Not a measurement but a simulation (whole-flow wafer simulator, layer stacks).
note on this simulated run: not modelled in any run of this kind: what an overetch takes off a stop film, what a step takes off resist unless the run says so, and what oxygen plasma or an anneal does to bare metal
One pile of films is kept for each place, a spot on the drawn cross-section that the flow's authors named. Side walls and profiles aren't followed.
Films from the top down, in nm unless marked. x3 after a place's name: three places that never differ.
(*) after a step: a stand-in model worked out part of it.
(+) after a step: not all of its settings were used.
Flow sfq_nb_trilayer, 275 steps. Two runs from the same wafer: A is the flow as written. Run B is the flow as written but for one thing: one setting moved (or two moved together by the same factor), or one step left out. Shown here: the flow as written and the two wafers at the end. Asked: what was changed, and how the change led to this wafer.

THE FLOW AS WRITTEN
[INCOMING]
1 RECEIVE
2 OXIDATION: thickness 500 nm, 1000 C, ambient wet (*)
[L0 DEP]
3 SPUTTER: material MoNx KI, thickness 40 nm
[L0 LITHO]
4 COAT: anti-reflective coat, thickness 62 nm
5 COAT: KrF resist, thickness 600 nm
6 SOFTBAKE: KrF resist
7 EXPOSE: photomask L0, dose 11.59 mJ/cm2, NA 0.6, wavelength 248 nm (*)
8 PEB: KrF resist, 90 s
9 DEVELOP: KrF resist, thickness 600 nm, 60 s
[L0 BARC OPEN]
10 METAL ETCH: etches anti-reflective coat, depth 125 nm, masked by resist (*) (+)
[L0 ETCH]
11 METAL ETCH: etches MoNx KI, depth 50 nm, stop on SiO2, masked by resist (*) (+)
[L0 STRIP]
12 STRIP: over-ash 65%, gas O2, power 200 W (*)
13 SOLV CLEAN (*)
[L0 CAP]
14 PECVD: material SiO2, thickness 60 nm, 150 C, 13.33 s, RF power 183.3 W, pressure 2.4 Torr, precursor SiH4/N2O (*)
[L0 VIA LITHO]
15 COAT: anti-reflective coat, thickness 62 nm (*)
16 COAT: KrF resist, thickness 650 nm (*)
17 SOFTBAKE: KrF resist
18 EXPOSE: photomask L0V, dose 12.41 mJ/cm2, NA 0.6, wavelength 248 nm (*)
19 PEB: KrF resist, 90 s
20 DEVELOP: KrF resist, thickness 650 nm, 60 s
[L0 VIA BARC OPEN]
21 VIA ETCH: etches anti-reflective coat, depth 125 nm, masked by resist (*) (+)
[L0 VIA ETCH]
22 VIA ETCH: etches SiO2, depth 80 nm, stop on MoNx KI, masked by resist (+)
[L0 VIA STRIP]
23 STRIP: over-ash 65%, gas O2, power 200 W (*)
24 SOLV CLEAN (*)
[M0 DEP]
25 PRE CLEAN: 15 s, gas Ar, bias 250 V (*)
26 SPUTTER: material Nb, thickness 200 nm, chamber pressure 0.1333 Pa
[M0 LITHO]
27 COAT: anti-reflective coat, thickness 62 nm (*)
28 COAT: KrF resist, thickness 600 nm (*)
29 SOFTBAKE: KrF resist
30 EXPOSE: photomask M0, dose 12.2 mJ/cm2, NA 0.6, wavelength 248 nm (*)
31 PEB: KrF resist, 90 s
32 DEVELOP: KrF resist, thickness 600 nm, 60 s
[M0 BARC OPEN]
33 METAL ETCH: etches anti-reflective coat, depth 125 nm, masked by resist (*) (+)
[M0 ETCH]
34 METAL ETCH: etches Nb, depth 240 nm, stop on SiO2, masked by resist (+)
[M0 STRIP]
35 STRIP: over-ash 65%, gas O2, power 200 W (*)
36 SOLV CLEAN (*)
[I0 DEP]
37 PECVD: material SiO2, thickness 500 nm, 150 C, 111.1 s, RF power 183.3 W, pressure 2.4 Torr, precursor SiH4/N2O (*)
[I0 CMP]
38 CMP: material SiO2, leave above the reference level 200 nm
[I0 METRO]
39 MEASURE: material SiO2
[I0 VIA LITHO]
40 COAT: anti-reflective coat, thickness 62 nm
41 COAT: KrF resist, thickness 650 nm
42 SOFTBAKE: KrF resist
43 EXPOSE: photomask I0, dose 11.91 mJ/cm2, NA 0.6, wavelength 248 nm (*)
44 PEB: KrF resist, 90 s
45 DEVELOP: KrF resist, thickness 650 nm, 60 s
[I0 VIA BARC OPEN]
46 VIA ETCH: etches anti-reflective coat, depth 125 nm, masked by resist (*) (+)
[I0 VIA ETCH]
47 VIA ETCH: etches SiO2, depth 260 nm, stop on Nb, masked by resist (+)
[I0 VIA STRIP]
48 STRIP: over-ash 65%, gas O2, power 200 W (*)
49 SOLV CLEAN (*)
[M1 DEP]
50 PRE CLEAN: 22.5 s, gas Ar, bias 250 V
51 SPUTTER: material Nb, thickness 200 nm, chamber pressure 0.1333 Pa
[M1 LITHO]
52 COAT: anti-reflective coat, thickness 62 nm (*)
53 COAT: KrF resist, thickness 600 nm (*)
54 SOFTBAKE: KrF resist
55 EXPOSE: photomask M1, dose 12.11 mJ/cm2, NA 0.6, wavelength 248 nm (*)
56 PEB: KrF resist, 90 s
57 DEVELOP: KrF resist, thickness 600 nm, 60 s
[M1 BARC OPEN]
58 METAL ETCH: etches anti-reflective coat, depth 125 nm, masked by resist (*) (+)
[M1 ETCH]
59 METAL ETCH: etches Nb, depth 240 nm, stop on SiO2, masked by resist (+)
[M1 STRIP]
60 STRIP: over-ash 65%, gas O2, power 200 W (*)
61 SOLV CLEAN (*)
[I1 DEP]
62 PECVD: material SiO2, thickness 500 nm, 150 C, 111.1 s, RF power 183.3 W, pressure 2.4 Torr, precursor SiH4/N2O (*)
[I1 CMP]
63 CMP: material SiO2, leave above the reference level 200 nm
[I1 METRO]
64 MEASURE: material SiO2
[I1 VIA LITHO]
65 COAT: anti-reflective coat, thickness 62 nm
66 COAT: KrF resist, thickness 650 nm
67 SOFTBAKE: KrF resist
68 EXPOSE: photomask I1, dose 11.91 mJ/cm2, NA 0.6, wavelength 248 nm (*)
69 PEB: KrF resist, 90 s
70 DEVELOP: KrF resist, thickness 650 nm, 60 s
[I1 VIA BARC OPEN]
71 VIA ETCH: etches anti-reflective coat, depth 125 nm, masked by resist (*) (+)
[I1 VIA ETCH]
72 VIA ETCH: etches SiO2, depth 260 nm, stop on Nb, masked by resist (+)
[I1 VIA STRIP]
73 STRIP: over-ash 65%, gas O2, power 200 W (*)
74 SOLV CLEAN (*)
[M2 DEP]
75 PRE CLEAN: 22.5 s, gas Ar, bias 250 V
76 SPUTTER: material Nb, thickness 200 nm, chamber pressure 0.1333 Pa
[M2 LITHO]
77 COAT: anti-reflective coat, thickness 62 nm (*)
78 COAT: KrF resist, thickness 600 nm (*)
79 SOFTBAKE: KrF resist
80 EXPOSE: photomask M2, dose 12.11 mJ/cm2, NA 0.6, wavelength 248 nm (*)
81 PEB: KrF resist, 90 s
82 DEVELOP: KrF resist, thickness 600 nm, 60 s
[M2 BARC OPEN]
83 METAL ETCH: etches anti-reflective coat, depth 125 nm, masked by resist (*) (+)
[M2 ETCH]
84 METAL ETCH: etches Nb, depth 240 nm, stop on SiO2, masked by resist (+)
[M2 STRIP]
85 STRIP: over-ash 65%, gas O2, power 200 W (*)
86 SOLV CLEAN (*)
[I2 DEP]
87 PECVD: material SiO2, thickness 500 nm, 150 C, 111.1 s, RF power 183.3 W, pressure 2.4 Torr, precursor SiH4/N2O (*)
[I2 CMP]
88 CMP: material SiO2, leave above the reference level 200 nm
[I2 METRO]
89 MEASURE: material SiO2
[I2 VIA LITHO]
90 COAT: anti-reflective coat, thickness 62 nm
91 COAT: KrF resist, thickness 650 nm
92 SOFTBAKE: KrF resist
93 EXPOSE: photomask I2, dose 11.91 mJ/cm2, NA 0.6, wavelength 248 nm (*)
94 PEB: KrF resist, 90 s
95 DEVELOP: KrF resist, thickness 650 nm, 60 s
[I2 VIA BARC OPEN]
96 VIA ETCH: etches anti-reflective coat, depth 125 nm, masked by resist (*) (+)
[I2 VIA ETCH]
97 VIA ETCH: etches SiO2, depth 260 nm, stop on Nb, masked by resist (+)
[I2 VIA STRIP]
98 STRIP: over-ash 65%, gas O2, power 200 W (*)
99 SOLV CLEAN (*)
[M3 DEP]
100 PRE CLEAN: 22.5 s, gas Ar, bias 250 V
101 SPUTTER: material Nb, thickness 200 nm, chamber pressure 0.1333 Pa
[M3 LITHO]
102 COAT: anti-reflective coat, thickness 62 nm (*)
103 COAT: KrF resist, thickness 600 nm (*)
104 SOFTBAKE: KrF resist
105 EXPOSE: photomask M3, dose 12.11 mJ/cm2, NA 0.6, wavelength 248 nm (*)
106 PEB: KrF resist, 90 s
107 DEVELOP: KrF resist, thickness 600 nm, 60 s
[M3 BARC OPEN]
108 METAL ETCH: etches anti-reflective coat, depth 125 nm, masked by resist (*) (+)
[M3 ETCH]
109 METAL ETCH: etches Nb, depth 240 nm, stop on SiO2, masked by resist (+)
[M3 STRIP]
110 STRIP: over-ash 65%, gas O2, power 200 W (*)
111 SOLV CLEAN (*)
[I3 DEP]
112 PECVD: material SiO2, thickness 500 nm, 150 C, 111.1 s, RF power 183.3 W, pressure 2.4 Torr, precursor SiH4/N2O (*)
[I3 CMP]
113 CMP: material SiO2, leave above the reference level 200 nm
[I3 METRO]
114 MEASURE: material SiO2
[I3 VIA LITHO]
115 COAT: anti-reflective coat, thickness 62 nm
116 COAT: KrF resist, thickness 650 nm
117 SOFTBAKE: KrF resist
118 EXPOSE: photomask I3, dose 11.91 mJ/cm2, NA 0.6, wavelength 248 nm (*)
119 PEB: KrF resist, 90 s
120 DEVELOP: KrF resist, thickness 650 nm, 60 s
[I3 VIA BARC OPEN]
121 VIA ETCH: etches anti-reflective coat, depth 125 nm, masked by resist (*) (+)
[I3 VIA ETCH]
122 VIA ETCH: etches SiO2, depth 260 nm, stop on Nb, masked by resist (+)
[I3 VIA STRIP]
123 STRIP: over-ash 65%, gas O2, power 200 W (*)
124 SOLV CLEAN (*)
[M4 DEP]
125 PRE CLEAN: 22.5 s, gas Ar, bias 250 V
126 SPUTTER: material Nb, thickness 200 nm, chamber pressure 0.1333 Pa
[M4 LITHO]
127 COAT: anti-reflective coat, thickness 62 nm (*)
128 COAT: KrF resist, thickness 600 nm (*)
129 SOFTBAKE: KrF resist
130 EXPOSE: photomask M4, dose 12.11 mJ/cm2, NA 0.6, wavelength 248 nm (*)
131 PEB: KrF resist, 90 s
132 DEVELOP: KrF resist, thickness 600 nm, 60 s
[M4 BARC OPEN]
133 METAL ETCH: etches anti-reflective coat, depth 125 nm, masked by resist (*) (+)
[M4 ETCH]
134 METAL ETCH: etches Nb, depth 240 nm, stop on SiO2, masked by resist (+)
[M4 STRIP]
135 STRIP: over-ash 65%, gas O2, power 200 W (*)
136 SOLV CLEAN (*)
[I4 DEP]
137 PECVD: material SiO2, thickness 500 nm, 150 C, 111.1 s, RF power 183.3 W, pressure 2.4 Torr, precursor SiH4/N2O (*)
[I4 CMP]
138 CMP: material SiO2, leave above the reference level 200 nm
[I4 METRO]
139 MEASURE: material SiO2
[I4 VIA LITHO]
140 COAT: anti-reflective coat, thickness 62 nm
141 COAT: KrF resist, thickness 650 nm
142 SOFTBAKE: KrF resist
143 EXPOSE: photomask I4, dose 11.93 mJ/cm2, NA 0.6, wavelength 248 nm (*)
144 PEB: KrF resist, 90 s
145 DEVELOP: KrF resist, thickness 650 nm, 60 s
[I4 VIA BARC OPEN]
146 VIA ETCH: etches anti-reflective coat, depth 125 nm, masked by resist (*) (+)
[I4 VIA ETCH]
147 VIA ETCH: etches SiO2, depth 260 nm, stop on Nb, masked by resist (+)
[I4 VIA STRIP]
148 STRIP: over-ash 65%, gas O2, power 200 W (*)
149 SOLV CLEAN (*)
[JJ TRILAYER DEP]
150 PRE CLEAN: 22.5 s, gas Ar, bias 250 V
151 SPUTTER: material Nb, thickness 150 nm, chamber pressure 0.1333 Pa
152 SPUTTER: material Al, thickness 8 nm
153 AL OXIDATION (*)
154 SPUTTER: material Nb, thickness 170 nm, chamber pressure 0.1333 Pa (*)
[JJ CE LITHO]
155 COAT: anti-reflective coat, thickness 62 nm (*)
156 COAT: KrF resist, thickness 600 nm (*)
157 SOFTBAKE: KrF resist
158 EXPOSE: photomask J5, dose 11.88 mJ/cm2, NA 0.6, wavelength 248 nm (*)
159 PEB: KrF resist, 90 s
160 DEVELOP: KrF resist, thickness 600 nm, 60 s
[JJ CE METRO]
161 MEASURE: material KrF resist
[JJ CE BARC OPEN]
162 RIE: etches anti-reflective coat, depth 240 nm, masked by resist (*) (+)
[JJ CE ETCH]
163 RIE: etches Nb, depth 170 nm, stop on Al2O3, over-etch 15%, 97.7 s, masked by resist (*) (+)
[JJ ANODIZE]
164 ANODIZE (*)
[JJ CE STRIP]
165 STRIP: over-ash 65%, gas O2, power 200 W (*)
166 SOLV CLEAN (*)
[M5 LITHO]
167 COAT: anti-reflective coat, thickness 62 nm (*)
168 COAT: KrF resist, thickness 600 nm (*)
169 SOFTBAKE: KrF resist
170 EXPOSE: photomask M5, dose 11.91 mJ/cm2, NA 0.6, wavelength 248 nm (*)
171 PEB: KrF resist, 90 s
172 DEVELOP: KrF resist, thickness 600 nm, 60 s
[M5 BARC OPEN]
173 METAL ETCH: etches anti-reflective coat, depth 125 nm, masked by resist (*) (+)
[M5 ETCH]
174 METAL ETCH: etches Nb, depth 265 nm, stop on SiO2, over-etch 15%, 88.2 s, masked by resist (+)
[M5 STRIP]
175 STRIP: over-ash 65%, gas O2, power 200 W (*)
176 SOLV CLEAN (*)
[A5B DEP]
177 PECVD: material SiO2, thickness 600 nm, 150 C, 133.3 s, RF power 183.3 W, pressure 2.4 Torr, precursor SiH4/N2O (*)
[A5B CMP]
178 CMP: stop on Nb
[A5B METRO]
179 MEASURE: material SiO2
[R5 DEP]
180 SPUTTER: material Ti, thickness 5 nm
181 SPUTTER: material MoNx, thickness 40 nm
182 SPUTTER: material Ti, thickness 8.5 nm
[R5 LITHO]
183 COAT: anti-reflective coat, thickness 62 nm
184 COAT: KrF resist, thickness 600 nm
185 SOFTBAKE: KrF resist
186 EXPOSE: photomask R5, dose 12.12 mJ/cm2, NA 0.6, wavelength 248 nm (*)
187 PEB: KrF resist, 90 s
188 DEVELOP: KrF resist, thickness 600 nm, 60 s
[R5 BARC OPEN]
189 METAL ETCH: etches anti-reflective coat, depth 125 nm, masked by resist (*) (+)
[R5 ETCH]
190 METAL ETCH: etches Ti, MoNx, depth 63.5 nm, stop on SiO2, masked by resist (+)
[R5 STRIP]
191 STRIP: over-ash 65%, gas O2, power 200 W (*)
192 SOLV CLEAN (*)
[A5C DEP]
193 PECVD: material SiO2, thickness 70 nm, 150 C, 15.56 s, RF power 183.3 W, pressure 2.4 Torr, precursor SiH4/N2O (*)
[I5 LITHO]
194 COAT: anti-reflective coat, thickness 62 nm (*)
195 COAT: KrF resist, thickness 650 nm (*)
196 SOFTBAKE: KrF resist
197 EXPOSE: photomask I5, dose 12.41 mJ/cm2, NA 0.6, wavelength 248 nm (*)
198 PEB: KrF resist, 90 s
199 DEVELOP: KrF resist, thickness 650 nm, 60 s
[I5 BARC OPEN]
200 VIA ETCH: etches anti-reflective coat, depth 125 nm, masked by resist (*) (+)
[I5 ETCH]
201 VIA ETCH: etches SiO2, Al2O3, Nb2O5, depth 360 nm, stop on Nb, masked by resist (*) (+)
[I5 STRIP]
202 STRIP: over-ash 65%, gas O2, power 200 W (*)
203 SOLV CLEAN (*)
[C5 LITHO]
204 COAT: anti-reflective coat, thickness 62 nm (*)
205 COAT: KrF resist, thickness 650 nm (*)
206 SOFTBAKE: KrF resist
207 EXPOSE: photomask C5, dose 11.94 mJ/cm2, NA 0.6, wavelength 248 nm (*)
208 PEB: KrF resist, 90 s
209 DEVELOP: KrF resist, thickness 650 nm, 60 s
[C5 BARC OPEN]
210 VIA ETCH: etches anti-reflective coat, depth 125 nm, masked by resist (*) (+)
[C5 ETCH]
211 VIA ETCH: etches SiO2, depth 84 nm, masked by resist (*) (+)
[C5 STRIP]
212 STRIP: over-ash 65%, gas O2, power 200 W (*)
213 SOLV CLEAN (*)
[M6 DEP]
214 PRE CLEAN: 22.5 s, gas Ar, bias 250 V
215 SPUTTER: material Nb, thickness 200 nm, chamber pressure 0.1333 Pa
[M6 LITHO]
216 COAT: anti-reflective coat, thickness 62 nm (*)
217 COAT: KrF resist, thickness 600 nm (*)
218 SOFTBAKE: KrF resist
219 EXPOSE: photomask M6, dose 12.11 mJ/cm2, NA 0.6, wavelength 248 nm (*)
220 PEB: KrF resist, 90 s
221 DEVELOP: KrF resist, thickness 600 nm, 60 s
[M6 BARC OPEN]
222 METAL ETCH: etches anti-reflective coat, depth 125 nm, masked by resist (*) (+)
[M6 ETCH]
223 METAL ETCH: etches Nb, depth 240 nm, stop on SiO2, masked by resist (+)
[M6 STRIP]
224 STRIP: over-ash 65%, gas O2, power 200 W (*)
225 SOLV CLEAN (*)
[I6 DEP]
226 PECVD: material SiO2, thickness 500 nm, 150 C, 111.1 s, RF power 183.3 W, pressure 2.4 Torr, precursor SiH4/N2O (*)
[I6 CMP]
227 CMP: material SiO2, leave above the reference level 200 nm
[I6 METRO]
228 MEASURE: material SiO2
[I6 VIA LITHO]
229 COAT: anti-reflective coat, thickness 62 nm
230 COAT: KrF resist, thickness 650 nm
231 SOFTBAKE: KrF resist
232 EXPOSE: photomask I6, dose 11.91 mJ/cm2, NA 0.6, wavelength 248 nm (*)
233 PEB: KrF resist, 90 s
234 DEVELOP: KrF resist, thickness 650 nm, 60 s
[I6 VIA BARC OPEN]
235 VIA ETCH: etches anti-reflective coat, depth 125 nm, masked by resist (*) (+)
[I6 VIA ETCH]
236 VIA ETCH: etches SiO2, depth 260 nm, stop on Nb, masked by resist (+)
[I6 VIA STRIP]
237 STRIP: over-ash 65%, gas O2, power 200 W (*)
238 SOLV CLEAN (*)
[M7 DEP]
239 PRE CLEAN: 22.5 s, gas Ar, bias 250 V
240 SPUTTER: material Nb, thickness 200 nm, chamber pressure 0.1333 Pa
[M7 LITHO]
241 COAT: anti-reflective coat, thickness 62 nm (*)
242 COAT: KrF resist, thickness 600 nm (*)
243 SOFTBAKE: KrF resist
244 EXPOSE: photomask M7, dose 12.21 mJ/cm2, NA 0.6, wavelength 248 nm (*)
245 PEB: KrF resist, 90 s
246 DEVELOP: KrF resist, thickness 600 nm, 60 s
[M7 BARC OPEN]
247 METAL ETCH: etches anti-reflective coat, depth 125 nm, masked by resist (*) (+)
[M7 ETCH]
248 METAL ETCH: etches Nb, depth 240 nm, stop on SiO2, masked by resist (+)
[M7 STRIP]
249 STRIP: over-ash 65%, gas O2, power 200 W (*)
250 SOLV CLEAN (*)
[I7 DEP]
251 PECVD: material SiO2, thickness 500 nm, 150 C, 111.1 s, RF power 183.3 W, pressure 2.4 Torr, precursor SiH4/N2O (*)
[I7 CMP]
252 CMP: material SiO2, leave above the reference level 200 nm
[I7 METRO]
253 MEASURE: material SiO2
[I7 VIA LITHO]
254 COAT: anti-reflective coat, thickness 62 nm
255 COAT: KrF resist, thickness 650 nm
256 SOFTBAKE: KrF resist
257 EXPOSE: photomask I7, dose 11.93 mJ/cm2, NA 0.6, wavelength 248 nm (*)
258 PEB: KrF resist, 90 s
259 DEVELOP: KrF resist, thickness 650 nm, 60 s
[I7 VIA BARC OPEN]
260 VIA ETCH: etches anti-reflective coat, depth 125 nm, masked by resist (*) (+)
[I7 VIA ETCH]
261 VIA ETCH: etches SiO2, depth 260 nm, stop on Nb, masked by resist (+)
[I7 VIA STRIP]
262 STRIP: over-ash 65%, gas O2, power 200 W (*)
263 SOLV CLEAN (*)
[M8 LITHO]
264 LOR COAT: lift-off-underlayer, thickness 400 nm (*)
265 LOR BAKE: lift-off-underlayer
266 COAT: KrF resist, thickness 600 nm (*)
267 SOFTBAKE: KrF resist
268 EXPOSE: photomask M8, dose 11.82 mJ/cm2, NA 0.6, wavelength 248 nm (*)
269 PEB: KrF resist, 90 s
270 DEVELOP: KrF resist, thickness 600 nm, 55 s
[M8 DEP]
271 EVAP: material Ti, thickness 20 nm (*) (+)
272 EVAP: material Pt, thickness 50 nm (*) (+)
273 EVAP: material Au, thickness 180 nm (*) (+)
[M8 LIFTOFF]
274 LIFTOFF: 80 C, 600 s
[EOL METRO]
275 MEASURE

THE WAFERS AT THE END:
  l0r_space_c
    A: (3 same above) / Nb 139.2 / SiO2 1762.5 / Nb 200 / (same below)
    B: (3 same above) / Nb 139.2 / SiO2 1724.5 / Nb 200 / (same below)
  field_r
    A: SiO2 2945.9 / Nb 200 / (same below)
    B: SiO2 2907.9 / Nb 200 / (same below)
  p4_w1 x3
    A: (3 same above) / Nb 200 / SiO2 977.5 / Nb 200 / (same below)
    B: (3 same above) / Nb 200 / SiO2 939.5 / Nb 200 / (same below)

The cause: step 51, SPUTTER: thickness 162 nm was run, where the flow has thickness 200 nm.

How the change led to this, step by step:
  51 SPUTTER: material Nb, thickness 200 nm, chamber pressure 0.1333 Pa
      field_l, v_sur, via_wl and 102 more: A Nb +200 (new film) | B Nb +162 (new film)
      via_w: A Nb +174.5 | B Nb +141.9
  52 COAT: anti-reflective coat, thickness 62 nm (*)
      via_wr: A anti-reflective coat +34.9 (new film) | B anti-reflective coat +33.7 (new film)
  59 METAL ETCH: etches Nb, depth 240 nm, stop on SiO2, masked by resist (+)
      field_l, be, be_sur and 79 more: A Nb -200 (all of it) | B Nb -162 (all of it)
  60 STRIP: over-ash 65%, gas O2, power 200 W (*)
      via_wr: A KrF resist -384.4 (all of it), anti-reflective coat -34.9 (all of it) | B KrF resist -385.9 (all of it), anti-reflective coat -33.7 (all of it)
  62 PECVD: material SiO2, thickness 500 nm, 150 C, 111.1 s, RF power 183.3 W, pressure 2.4 Torr, precursor SiH4/N2O (*)
      wl_d_sl, wl_d_sr: A SiO2 +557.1 | B SiO2 +519.1
  63 CMP: material SiO2, leave above the reference level 200 nm
      field_l, be, be_sur and 72 more: A SiO2 -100 | B SiO2 -138
      lsp_m, ln_m6, lsp_r, l0_sur, l0v: A SiO2 -94.9 | B SiO2 -138
      (and at 1 more place)
